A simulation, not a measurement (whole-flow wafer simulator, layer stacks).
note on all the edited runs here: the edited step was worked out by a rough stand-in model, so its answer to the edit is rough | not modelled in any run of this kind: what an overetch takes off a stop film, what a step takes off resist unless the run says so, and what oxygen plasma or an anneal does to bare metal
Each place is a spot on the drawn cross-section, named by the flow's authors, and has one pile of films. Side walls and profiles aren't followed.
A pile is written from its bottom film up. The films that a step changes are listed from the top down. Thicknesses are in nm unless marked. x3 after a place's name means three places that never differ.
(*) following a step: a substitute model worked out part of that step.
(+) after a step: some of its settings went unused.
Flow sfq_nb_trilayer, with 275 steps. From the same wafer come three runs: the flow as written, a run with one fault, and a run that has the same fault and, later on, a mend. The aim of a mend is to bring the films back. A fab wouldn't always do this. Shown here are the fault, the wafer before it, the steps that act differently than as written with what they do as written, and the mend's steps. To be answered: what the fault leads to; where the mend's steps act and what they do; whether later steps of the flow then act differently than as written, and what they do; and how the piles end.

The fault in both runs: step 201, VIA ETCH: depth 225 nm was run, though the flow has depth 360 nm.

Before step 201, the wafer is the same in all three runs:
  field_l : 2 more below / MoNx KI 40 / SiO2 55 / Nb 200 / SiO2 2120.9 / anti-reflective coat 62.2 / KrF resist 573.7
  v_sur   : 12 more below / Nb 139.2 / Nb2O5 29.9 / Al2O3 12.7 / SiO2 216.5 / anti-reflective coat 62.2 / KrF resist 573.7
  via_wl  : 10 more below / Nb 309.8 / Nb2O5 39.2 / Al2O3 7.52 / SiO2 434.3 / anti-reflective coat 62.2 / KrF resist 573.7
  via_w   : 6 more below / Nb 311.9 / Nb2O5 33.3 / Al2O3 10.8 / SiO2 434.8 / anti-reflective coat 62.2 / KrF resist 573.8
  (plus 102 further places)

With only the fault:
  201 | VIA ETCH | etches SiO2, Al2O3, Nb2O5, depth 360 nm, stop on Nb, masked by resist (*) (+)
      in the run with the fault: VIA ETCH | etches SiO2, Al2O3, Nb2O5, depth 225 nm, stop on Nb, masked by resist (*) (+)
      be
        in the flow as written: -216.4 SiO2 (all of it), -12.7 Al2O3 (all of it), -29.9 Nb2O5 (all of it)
        in the run with the fault: -216.4 SiO2 (all of it), -8.64 Al2O3
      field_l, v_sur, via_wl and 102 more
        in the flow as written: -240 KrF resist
        in the run with the fault: -150 KrF resist
  Later steps of the flow acting differently than as written (not shown: 6 more steps that differ only slightly, by at most 2% or 0.5 nm, whichever is larger):
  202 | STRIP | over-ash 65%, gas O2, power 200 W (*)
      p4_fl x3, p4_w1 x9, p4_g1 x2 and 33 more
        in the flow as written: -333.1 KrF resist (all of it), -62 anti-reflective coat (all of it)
        in the run with the fault: -423.1 KrF resist (all of it), -62 anti-reflective coat (all of it)
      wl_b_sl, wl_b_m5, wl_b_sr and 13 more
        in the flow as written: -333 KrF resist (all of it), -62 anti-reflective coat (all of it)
        in the run with the fault: -423 KrF resist (all of it), -62 anti-reflective coat (all of it)
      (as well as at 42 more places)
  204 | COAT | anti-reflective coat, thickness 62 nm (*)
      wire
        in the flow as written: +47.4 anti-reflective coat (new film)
        in the run with the fault: +48.4 anti-reflective coat (new film)
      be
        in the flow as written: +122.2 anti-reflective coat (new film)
        in the run with the fault: +117.1 anti-reflective coat (new film)
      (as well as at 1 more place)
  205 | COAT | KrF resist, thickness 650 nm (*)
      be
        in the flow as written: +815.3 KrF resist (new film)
        in the run with the fault: +791 KrF resist (new film)
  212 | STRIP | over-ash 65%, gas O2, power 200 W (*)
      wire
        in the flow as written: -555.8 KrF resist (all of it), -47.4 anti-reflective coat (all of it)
        in the run with the fault: -557.7 KrF resist (all of it), -48.4 anti-reflective coat (all of it)
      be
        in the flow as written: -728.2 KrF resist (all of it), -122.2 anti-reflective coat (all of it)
        in the run with the fault: -703.9 KrF resist (all of it), -117.1 anti-reflective coat (all of it)
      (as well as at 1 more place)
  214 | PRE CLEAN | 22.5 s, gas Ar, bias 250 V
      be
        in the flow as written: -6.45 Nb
        in the run with the fault: -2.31 Al2O3
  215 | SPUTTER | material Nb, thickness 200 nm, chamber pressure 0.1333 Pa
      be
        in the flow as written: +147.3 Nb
        in the run with the fault: +156.1 Nb (new film)
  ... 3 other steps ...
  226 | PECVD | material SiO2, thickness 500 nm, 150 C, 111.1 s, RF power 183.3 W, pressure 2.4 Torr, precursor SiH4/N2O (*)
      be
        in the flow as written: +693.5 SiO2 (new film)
        in the run with the fault: +646.6 SiO2 (new film)
  At be, the piles at the end differ from the flow's by more than 2% or 0.5 nm, whichever is larger.
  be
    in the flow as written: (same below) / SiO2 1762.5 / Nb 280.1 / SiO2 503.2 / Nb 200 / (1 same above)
    in the run with the fault: (same below) / SiO2 1762.5 / Nb 139.2 / Nb2O5 29.9 / Al2O3 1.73 / Nb 156.1 / SiO2 456.3 / Nb 200 / (1 same above)

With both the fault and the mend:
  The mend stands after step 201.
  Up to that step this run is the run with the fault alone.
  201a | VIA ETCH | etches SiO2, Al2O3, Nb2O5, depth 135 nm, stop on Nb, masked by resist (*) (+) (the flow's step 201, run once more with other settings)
      field_l, v_sur, via_wl and 102 more
        -90 KrF resist
      be
        -4.05 Al2O3 (all of it), -29.9 Nb2O5 (all of it)
  Every later step of the flow that is run acts as written at every place that is followed.
  The piles end the same as the flow's at every place that both follow.
